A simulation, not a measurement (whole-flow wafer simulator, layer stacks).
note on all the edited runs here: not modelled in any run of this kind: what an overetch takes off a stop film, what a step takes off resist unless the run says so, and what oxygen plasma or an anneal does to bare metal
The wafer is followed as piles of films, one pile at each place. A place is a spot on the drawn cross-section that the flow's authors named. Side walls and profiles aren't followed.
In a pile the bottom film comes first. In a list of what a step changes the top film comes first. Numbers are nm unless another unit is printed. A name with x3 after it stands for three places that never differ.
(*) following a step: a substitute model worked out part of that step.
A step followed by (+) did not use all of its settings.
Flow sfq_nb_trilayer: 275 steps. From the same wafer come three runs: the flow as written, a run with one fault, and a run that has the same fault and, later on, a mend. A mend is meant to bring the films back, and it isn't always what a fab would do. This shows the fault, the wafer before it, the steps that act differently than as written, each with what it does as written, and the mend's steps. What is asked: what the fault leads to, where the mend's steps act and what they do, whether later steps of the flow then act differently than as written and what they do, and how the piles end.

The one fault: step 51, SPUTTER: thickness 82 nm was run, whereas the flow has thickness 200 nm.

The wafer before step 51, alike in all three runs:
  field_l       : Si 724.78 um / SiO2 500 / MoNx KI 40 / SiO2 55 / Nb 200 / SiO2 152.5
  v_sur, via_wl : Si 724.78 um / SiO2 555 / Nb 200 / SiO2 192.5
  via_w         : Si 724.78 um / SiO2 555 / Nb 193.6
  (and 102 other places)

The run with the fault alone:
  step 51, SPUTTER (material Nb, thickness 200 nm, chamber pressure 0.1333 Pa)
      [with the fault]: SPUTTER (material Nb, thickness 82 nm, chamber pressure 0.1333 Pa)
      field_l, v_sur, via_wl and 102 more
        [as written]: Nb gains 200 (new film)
        [with the fault]: Nb gains 82 (new film)
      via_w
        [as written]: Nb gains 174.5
        [with the fault]: Nb gains 72.2
  Later steps of the flow acting differently than as written (3 more steps, not shown, differ only slightly: by at most 2% or 0.5 nm, whichever is larger):
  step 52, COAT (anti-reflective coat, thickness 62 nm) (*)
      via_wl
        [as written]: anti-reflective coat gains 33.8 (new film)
        [with the fault]: anti-reflective coat gains 32 (new film)
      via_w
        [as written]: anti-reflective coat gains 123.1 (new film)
        [with the fault]: anti-reflective coat gains 118.2 (new film)
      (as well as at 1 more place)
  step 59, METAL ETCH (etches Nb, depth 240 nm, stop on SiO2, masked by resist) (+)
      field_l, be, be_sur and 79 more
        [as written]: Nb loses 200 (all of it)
        [with the fault]: Nb loses 82 (all of it)
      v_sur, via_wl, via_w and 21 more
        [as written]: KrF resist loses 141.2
        [with the fault]: KrF resist loses 72.4
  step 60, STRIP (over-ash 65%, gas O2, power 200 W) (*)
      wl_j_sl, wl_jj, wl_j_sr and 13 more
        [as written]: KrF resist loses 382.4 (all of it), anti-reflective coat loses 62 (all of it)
        [with the fault]: KrF resist loses 451.2 (all of it), anti-reflective coat loses 62 (all of it)
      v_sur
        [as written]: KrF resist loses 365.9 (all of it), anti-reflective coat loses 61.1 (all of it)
        [with the fault]: KrF resist loses 436.8 (all of it), anti-reflective coat loses 60.6 (all of it)
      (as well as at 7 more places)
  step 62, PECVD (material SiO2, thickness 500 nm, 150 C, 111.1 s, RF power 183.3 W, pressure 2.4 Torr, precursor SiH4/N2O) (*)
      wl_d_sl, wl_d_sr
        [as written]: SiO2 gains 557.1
        [with the fault]: SiO2 gains 500
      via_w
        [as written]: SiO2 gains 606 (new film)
        [with the fault]: SiO2 gains 577.3 (new film)
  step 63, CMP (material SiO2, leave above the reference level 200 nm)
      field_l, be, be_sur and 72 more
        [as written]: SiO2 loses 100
        [with the fault]: SiO2 loses 218
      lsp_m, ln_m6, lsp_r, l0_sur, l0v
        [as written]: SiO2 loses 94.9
        [with the fault]: SiO2 loses 218
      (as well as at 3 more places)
  At field_l, v_sur, via_wl and 103 more, the piles at the end differ from the flow's by more than 2% or 0.5 nm, whichever is larger.
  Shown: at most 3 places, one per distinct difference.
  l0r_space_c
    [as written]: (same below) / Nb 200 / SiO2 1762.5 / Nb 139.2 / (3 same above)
    [with the fault]: (same below) / Nb 200 / SiO2 1644.5 / Nb 139.2 / (3 same above)
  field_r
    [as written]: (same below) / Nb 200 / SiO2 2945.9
    [with the fault]: (same below) / Nb 200 / SiO2 2827.9
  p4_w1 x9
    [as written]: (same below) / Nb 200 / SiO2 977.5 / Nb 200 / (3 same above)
    [with the fault]: (same below) / Nb 200 / SiO2 859.5 / Nb 200 / (3 same above)

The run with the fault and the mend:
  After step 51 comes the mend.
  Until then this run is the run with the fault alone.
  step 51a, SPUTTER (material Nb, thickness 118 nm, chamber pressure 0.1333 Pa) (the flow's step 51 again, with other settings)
      field_l, v_sur, via_wl and 102 more
        Nb gains 118
      via_w
        Nb gains 98.1
  Later steps of the flow that are run all act as written at every place that is followed, up to a difference of at most 2% or 0.5 nm, whichever is larger.
  At the end the piles are close to the flow's at the places that both follow, differing by at most 2% or 0.5 nm, whichever is larger.
